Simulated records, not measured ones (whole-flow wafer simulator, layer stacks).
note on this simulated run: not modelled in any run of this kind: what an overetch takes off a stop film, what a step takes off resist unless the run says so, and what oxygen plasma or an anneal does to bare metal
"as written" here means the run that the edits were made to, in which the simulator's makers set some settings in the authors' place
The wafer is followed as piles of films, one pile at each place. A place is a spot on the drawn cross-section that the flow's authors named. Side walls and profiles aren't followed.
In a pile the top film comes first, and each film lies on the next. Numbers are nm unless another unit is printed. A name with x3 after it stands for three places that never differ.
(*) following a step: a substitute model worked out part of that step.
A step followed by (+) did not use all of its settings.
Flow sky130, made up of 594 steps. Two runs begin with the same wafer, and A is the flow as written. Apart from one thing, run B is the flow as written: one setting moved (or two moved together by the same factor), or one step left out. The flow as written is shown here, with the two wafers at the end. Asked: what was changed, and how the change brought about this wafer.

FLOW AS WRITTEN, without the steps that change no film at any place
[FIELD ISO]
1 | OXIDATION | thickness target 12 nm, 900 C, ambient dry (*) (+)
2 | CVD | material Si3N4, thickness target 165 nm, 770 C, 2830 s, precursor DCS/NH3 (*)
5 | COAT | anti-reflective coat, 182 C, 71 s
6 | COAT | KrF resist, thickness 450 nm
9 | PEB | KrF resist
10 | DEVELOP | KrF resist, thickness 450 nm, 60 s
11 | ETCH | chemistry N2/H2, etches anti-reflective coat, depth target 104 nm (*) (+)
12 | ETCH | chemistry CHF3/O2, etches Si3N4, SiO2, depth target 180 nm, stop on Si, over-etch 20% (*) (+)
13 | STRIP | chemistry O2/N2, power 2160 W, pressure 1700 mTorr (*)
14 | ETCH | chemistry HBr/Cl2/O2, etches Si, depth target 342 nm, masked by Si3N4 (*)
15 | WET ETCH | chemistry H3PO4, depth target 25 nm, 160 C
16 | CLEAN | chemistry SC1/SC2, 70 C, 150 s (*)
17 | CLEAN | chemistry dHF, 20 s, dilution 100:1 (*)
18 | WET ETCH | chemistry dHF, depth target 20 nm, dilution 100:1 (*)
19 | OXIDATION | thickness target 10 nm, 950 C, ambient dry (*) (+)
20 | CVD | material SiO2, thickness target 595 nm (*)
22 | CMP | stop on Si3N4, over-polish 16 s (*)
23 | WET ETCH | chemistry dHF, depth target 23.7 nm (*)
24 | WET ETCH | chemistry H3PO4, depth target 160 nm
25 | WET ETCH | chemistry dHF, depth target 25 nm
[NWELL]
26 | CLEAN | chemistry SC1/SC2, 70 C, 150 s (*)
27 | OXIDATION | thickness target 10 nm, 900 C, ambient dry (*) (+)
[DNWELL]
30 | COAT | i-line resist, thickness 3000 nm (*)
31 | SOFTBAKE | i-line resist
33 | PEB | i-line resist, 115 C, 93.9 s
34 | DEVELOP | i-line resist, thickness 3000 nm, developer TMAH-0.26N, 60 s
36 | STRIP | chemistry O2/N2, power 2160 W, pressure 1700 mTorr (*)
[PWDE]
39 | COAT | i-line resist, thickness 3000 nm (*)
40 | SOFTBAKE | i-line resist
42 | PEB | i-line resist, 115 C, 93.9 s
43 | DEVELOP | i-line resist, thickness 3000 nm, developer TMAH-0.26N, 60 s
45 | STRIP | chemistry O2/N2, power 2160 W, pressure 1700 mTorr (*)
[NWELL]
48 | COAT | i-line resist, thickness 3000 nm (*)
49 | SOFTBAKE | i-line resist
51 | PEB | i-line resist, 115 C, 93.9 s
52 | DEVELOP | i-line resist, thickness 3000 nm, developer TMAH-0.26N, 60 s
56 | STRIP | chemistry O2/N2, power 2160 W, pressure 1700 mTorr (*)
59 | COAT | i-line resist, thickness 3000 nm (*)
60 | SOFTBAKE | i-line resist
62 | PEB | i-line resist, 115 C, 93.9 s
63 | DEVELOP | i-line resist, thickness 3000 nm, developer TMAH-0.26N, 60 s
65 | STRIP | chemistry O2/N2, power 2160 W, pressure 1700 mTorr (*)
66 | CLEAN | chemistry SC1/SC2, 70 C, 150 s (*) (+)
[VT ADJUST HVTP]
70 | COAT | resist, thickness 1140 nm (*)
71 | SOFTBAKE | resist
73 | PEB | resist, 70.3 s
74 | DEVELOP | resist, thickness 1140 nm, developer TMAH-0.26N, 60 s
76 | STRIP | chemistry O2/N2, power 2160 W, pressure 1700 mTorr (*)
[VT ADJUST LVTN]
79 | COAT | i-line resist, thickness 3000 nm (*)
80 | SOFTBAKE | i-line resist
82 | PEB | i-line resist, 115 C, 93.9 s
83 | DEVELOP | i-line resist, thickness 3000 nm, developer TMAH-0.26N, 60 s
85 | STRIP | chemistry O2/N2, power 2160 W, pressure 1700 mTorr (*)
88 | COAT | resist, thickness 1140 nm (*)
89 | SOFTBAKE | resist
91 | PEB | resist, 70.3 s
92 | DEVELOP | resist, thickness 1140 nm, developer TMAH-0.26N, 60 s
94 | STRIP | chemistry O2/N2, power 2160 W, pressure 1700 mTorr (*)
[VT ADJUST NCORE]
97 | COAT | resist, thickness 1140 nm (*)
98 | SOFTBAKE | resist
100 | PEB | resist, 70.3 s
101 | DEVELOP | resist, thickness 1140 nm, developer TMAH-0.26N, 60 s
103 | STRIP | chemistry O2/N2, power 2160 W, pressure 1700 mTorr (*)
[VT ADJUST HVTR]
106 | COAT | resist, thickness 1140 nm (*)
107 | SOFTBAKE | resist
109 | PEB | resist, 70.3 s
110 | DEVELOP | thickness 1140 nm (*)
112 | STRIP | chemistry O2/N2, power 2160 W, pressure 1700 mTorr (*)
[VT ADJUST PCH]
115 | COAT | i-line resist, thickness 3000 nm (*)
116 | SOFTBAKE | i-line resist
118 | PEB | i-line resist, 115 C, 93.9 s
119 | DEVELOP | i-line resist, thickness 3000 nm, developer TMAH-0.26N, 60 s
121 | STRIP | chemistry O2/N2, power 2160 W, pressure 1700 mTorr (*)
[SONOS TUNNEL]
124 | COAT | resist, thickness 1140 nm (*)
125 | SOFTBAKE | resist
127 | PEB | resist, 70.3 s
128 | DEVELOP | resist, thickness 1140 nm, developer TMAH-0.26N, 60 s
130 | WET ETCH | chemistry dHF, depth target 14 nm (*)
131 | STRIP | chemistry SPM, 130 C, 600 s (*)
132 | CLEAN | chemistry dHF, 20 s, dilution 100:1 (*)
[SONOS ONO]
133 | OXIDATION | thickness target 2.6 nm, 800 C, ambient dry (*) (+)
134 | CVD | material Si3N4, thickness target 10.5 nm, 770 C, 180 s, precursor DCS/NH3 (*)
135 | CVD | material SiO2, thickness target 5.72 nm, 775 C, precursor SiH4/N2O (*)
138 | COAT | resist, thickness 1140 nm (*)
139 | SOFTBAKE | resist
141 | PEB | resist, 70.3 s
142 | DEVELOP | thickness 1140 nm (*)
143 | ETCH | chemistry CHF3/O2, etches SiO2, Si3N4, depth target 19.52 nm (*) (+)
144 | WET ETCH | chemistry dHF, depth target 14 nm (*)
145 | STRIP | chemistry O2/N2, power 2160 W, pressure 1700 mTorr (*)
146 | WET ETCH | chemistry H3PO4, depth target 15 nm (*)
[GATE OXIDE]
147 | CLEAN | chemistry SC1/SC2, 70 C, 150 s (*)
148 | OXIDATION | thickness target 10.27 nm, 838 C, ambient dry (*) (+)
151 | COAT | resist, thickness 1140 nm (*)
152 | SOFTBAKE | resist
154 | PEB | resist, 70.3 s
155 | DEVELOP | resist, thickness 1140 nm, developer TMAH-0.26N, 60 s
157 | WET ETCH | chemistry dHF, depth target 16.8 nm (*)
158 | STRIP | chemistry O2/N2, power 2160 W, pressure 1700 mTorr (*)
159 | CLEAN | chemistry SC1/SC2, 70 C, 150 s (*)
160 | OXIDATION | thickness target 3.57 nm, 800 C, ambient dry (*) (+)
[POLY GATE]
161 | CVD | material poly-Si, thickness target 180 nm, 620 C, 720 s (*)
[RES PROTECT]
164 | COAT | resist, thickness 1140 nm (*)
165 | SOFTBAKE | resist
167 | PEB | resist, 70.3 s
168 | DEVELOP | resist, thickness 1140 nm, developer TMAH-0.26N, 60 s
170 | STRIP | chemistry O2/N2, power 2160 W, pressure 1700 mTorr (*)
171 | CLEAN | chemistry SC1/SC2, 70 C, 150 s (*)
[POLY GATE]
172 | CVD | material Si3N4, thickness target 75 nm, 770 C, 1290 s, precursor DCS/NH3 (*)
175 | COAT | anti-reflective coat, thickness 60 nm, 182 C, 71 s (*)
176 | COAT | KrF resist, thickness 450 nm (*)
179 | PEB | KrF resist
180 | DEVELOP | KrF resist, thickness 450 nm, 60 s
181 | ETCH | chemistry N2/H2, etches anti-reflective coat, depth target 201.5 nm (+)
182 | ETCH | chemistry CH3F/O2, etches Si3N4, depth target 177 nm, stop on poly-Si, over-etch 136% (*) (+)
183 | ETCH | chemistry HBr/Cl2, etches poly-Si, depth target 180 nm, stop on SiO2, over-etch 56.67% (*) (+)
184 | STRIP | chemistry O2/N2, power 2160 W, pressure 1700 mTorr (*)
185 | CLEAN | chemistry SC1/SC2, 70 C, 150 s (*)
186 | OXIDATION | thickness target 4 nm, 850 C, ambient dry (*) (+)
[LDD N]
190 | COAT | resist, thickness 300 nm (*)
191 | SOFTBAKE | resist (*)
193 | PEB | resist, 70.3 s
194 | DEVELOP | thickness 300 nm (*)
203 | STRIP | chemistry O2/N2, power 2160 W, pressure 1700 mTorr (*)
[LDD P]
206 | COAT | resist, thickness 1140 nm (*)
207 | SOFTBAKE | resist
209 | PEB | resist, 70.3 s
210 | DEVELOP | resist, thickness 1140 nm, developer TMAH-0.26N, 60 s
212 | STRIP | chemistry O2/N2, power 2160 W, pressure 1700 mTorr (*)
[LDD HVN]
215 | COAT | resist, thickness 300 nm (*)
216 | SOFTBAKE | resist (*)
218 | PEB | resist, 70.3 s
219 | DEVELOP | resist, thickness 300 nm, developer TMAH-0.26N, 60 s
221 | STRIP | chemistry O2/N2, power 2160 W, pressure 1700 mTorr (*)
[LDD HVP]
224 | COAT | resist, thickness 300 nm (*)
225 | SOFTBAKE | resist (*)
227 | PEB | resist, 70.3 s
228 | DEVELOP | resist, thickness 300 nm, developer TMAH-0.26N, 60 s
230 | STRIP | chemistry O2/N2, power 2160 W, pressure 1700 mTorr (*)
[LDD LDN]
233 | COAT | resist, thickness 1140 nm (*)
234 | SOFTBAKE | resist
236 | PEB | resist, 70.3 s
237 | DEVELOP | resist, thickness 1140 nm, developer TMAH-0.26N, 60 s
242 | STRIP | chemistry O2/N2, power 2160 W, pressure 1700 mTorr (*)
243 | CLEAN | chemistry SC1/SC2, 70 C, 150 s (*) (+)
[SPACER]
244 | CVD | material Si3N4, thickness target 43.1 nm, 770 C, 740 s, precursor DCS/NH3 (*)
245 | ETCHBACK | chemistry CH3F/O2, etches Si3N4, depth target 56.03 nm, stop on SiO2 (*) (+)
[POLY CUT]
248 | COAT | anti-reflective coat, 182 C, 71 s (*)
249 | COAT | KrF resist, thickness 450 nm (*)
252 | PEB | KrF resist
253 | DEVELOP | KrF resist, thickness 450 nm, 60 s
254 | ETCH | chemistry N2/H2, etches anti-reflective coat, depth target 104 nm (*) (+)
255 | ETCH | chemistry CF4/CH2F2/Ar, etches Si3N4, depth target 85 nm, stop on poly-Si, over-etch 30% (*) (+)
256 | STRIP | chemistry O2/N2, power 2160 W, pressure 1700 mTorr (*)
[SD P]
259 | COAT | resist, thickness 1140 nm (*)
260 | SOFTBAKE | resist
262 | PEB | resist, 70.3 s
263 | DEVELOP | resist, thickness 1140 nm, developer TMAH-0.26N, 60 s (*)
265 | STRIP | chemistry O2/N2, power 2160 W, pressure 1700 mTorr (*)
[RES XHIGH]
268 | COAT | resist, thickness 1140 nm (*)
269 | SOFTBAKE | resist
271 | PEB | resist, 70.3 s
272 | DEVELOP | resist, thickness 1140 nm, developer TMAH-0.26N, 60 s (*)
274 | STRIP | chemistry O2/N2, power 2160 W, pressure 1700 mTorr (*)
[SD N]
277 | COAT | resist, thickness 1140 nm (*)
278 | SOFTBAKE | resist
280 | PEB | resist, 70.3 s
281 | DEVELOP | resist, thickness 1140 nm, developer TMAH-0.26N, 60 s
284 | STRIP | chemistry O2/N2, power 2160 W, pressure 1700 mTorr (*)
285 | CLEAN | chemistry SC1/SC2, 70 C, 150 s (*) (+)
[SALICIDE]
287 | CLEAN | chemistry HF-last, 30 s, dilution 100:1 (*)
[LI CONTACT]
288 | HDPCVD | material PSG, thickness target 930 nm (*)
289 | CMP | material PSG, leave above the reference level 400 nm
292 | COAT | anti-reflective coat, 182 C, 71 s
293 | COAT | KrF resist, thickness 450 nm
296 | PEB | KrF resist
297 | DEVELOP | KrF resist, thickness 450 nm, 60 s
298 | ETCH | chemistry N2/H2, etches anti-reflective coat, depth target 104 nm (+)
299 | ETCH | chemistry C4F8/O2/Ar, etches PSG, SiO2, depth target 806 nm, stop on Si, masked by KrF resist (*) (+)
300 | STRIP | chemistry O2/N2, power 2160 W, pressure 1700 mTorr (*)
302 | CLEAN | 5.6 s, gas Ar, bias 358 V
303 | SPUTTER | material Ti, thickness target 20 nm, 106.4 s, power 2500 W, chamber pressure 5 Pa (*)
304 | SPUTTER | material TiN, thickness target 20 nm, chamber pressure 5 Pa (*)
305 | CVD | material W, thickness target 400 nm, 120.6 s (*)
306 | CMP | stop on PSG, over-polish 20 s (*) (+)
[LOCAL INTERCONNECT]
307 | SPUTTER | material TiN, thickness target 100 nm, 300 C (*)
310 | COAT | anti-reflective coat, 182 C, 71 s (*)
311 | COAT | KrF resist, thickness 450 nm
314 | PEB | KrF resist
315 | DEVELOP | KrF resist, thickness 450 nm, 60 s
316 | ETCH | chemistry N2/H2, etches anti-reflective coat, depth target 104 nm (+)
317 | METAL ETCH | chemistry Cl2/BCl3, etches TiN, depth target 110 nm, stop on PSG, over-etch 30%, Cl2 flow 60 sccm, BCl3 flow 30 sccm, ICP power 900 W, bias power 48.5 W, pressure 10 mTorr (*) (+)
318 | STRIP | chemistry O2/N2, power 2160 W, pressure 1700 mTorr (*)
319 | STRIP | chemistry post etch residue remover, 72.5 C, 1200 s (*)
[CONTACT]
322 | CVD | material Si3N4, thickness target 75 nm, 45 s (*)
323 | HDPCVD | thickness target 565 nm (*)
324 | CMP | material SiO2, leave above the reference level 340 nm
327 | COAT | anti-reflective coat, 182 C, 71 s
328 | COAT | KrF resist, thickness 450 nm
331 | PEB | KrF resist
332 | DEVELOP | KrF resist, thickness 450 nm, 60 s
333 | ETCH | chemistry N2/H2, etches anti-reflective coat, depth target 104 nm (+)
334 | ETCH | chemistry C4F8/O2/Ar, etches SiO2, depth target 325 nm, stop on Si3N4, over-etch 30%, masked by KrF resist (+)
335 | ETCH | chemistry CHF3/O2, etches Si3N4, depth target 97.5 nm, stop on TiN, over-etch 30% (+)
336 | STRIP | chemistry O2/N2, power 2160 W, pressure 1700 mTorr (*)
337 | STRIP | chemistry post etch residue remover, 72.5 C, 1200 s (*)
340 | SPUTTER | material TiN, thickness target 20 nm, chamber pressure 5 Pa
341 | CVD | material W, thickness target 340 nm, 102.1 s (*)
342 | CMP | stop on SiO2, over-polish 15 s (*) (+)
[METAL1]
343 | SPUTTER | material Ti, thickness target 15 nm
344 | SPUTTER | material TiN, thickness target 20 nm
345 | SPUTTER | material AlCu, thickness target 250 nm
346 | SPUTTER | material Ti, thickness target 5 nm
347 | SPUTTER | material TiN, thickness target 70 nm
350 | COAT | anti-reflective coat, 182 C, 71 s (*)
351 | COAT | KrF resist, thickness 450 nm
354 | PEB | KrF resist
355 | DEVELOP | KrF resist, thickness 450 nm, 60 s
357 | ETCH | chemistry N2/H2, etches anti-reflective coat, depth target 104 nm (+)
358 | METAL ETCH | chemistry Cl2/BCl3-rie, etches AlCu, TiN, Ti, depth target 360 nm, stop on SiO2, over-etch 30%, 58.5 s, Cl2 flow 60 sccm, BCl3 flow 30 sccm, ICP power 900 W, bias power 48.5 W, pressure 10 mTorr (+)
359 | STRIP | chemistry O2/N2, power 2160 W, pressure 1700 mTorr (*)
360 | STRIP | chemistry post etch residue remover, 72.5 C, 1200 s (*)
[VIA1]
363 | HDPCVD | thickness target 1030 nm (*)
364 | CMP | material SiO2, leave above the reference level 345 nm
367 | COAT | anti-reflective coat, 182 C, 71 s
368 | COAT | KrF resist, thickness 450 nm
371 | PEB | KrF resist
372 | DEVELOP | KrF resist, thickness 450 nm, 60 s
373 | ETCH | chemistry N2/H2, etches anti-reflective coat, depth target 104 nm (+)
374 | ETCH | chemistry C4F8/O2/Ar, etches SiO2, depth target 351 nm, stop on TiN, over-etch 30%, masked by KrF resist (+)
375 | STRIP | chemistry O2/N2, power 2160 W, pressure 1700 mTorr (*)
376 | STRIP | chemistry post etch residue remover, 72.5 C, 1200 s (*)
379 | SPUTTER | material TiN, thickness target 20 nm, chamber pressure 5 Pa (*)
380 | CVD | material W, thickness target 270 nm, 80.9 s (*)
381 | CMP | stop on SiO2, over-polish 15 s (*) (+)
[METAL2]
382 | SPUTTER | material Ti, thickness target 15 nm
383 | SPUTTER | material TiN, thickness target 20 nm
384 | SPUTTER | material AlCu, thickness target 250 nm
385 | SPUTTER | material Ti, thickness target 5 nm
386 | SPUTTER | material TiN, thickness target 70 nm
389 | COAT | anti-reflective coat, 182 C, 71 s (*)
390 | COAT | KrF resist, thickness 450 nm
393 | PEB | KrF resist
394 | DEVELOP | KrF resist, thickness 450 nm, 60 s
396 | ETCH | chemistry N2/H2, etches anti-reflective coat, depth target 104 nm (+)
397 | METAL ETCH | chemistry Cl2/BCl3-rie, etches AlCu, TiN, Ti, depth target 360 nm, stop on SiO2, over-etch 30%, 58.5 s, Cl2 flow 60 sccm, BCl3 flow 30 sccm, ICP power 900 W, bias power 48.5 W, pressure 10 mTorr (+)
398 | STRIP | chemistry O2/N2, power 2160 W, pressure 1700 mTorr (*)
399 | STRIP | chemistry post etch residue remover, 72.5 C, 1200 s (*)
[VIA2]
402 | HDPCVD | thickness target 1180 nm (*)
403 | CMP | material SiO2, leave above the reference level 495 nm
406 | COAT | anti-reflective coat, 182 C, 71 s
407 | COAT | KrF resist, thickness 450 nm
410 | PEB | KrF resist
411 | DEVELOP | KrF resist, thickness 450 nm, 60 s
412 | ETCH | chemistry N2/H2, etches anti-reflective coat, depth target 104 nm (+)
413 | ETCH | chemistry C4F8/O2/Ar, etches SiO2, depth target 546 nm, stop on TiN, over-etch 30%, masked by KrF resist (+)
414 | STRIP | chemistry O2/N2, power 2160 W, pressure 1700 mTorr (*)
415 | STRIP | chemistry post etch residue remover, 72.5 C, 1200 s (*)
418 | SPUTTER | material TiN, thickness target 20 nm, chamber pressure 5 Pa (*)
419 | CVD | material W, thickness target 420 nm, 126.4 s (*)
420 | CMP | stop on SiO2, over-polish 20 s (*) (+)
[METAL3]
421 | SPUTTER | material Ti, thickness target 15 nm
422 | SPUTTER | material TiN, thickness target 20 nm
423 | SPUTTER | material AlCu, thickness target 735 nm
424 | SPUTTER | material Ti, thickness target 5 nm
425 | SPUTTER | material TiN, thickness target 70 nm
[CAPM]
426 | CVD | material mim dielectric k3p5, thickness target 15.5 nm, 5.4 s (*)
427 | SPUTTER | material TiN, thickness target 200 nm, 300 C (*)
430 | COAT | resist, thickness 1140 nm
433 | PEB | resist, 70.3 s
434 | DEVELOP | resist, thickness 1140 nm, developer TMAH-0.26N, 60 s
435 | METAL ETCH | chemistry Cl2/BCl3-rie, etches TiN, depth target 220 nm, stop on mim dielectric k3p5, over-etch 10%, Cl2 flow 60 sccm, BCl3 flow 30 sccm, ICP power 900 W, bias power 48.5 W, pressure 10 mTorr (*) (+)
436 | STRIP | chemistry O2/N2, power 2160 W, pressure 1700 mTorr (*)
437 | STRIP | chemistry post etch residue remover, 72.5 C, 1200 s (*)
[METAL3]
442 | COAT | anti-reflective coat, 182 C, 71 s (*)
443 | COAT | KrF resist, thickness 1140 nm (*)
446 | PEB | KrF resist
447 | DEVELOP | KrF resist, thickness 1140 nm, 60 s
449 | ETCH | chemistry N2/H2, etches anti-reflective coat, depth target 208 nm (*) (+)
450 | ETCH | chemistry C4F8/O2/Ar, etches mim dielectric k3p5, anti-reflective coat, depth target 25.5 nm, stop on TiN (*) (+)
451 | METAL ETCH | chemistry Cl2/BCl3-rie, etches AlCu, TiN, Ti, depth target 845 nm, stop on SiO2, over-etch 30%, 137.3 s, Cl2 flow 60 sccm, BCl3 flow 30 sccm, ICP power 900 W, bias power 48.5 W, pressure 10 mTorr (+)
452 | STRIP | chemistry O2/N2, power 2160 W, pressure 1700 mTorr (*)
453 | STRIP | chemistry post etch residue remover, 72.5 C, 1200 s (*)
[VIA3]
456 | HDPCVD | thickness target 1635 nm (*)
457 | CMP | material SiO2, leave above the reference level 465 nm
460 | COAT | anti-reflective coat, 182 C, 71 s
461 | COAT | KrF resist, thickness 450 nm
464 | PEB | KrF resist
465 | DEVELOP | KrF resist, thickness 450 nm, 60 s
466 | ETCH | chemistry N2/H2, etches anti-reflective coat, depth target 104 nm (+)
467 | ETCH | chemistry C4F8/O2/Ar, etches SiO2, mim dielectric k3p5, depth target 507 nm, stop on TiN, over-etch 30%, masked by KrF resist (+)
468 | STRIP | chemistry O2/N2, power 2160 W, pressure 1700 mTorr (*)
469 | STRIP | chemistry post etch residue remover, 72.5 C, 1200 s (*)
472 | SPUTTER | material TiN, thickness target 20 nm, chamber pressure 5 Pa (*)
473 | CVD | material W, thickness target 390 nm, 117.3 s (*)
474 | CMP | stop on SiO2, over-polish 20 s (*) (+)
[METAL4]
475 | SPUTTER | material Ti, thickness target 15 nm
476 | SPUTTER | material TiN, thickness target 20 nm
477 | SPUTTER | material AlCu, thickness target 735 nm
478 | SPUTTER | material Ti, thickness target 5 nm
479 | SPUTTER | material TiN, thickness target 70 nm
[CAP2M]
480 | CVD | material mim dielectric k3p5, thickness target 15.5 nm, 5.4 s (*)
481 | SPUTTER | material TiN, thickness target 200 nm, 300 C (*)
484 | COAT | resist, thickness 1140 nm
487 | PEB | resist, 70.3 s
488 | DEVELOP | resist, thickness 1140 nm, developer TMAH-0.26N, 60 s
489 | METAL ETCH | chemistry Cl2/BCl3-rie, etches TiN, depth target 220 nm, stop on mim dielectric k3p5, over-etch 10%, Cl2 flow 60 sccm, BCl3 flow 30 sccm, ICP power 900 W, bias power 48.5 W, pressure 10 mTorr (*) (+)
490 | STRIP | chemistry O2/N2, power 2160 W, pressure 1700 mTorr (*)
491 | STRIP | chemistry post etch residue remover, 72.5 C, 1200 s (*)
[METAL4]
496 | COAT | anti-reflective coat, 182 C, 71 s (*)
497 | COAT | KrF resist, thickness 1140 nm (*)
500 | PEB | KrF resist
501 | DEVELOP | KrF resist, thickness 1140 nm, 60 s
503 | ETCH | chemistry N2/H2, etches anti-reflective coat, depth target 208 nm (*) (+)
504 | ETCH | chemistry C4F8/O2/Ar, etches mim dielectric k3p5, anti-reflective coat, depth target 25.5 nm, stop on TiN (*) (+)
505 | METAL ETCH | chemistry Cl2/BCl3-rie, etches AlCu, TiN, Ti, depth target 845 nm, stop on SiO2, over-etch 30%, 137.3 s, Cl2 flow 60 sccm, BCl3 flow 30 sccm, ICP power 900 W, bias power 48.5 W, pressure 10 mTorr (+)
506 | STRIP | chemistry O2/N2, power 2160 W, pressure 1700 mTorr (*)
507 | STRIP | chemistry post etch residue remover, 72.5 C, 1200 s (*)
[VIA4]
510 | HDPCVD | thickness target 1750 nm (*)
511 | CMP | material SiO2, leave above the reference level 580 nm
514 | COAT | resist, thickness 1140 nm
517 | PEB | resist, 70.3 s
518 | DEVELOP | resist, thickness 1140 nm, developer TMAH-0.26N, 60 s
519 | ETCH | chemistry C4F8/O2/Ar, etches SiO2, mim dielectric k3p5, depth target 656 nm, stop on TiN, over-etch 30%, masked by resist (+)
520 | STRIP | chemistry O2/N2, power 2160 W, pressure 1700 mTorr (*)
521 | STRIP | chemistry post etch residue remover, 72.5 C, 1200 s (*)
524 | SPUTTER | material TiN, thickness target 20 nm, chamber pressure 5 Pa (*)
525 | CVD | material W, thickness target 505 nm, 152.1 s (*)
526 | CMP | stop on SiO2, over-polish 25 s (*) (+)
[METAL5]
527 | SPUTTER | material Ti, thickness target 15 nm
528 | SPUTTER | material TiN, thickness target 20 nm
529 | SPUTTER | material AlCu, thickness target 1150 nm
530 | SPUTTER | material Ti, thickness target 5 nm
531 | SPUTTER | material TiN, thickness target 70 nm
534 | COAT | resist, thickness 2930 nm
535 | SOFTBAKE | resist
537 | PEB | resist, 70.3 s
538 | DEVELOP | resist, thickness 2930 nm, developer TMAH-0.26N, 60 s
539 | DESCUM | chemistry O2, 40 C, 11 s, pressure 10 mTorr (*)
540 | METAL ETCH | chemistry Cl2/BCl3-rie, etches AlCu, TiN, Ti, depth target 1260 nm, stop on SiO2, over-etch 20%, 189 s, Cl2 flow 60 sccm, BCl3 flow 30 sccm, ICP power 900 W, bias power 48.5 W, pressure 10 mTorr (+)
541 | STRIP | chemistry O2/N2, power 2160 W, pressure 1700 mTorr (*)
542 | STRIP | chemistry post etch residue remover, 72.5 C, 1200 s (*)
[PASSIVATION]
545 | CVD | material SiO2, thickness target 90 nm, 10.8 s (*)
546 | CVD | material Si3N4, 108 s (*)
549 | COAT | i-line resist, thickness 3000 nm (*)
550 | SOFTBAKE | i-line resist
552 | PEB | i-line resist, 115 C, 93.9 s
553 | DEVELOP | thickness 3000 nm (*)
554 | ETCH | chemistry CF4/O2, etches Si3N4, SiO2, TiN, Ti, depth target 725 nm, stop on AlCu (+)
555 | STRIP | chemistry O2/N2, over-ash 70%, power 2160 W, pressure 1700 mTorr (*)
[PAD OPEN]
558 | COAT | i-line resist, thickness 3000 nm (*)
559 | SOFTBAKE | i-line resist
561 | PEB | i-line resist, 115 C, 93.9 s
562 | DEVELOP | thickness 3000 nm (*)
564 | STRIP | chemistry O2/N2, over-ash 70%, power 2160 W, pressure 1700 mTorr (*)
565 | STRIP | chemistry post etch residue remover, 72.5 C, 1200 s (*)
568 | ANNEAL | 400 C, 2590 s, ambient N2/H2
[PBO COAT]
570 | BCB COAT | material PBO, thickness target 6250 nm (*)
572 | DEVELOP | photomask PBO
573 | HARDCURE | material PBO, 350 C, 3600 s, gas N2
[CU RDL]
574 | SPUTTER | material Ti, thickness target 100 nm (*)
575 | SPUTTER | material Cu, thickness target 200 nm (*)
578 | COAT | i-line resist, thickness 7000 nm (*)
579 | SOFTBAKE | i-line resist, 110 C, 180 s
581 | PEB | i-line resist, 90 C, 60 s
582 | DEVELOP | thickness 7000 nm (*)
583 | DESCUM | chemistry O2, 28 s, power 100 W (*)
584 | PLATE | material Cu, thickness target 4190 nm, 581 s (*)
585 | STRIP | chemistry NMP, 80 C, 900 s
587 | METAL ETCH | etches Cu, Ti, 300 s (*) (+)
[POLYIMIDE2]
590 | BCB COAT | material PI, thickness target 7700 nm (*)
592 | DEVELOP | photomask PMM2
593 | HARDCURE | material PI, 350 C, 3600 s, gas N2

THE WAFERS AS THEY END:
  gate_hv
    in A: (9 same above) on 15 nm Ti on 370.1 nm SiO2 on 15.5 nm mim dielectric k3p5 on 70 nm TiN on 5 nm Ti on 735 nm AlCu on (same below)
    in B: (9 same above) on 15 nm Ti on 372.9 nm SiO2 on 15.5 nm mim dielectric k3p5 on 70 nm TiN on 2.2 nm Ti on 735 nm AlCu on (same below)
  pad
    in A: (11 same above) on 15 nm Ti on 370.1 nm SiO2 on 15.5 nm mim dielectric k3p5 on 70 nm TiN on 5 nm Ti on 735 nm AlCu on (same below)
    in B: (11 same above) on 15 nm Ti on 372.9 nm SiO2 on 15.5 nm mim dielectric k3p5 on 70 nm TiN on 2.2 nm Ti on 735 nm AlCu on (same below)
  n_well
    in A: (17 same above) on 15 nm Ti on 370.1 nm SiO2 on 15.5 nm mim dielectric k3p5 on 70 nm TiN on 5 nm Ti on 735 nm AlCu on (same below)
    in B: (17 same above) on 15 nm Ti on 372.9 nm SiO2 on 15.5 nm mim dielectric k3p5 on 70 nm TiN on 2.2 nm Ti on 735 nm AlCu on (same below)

What caused this: step 424, SPUTTER: thickness target 2.2 nm was run, whereas the flow has thickness target 5 nm.
The wafer itself shows it: gate_hv has Ti 2.2, and step 424 as written asks for 5 nm.

How this came from the change, step by step:
  424 | SPUTTER | material Ti, thickness target 5 nm
      field, active, n_well and 188 more: A +5 Ti (new film) | B +2.2 Ti (new film)
  451 | METAL ETCH | chemistry Cl2/BCl3-rie, etches AlCu, TiN, Ti, depth target 845 nm, stop on SiO2, over-etch 30%, 137.3 s, Cl2 flow 60 sccm, BCl3 flow 30 sccm, ICP power 900 W, bias power 48.5 W, pressure 10 mTorr (+)
      field, gate, spacer and 68 more: A -70 TiN (all of it), -5 Ti (all of it), -735 AlCu (all of it), -20 TiN (all of it), -15 Ti (all of it), -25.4 SiO2 | B -70 TiN (all of it), -2.2 Ti (all of it), -735 AlCu (all of it), -20 TiN (all of it), -15 Ti (all of it), -25.6 SiO2
      active, vpp_ln, vpp_iso2 and 11 more: A -70 TiN (all of it), -5 Ti (all of it), -735 AlCu (all of it), -20 TiN (all of it), -15 Ti (all of it), -25.3 SiO2 | B -70 TiN (all of it), -2.2 Ti (all of it), -735 AlCu (all of it), -20 TiN (all of it), -15 Ti (all of it), -25.6 SiO2
